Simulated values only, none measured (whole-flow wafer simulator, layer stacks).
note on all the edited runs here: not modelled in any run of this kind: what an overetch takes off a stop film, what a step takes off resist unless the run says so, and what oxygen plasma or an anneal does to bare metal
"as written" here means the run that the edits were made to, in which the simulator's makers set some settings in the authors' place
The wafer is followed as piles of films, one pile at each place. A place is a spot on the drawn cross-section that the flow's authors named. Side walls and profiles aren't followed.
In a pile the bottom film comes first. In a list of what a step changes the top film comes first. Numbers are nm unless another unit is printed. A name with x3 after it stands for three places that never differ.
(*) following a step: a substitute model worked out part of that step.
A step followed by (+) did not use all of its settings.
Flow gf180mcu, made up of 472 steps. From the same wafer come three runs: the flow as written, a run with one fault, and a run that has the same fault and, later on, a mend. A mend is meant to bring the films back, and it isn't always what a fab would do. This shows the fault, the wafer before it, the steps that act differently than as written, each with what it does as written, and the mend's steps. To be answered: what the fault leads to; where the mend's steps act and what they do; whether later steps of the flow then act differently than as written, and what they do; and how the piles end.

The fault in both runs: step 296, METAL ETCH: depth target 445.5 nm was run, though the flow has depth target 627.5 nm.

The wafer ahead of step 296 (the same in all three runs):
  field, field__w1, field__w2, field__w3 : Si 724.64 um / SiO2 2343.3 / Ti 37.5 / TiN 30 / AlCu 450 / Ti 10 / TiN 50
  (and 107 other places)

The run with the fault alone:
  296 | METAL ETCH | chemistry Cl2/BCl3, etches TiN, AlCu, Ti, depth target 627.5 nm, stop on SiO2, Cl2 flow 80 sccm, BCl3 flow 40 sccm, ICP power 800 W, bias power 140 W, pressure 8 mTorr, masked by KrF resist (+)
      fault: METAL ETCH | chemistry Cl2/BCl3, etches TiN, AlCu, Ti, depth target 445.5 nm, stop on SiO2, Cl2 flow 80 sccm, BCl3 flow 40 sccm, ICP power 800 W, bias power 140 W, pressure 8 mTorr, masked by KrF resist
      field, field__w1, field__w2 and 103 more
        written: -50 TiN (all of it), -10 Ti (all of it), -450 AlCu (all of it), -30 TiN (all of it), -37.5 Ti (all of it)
        fault: -50 TiN (all of it), -10 Ti (all of it), -385.5 AlCu
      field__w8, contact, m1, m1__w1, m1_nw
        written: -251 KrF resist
        fault: -178.2 KrF resist
  Steps later in the flow that act otherwise than as written:
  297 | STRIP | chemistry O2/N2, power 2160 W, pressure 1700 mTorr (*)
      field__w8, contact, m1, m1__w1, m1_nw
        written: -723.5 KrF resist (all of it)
        fault: -796.3 KrF resist (all of it)
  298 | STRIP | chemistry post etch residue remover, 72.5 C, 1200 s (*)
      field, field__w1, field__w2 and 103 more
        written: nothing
        fault: -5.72 AlCu
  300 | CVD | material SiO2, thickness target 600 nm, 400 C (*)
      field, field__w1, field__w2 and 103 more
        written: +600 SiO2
        fault: +600 SiO2 (new film)
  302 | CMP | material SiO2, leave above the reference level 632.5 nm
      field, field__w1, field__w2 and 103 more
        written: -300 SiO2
        fault: -426.3 SiO2
  At field, field__w1, field__w2 and 104 more, the piles at the end differ from the flow's by more than 2% or 0.5 nm, whichever is larger.
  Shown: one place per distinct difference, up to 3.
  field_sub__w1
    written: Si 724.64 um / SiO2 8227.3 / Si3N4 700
    fault: Si 724.64 um / SiO2 2343.2 / Ti 37.5 / TiN 30 / AlCu 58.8 / SiO2 5757.7 / Si3N4 700
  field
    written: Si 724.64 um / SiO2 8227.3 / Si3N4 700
    fault: Si 724.64 um / SiO2 2343.3 / Ti 37.5 / TiN 30 / AlCu 58.8 / SiO2 5757.7 / Si3N4 700
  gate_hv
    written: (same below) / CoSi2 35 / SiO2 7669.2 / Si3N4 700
    fault: (same below) / CoSi2 35 / SiO2 1785.1 / Ti 37.5 / TiN 30 / AlCu 58.8 / SiO2 5757.7 / Si3N4 700

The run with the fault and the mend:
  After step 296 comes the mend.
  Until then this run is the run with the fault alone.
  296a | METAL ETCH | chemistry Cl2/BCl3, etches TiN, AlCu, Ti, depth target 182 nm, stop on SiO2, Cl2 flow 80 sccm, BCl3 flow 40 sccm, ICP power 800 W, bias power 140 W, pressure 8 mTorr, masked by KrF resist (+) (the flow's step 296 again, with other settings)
      field, field__w1, field__w2 and 103 more
        -64.5 AlCu (all of it), -30 TiN (all of it), -37.5 Ti (all of it)
      field__w8, contact, m1, m1__w1, m1_nw
        -72.8 KrF resist
  Later steps of the flow that are run all act as written at every place that is followed.
  The piles end the same as the flow's at every place that both follow.
